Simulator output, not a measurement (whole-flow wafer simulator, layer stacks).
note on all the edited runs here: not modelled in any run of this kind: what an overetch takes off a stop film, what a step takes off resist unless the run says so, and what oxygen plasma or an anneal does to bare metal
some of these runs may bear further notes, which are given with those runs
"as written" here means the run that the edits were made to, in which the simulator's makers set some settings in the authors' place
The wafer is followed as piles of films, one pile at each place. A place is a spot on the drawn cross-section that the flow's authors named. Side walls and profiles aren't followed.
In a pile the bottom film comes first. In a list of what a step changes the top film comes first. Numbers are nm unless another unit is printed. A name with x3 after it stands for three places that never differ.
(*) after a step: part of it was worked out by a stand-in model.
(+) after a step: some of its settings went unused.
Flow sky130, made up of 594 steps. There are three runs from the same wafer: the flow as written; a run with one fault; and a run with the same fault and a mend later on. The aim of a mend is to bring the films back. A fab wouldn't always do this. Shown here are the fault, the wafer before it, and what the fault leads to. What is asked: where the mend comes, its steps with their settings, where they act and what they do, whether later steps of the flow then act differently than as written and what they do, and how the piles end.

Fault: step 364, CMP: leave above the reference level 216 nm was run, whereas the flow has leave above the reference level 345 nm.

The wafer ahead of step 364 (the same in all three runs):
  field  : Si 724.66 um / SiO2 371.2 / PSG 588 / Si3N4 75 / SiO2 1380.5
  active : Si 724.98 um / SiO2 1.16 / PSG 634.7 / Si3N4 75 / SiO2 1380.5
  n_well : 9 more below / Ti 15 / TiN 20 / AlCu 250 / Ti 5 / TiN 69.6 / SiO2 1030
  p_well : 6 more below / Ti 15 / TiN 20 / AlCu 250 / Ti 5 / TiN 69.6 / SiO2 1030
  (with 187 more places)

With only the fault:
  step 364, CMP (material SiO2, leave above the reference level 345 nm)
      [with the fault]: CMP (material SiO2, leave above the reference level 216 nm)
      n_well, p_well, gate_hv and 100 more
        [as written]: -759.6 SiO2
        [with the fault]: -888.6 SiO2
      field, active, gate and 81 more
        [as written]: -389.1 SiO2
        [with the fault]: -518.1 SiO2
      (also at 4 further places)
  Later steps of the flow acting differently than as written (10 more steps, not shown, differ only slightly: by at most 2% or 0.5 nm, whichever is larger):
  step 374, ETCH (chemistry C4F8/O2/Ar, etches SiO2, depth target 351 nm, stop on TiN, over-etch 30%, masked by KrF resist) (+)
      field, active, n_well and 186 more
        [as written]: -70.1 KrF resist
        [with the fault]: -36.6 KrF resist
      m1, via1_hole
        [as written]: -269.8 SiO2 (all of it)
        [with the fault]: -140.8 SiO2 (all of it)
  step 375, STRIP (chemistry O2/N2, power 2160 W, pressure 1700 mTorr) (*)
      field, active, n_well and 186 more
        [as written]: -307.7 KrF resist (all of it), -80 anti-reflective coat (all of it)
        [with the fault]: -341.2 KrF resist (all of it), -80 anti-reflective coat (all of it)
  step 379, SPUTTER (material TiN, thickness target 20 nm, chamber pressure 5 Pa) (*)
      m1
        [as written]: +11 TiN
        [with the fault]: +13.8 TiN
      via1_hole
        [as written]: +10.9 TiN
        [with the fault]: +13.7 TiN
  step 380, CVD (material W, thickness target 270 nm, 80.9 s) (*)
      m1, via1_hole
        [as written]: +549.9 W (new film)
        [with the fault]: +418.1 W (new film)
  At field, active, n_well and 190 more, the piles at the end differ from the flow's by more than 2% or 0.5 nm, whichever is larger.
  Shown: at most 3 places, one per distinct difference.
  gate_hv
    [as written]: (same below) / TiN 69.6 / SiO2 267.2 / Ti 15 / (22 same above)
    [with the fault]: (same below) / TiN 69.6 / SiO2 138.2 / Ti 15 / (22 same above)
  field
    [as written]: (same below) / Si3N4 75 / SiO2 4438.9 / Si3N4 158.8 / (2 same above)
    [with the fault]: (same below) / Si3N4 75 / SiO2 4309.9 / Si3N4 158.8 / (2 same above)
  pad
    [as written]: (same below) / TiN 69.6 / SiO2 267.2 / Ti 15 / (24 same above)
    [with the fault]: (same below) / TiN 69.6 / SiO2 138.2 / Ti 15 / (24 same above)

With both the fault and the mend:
  The mend follows step 364.
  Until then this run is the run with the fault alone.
  step 364a, HDPCVD (thickness target 129 nm) (*) (a further turn of the flow's step 363, with different settings)
      field, active, n_well and 188 more
        +129 SiO2
  Every later step of the flow that is run acts as written, at every place that is followed, to within 2% or 0.5 nm, whichever is larger.
  At every place that both follow, the piles at the end match the flow's.
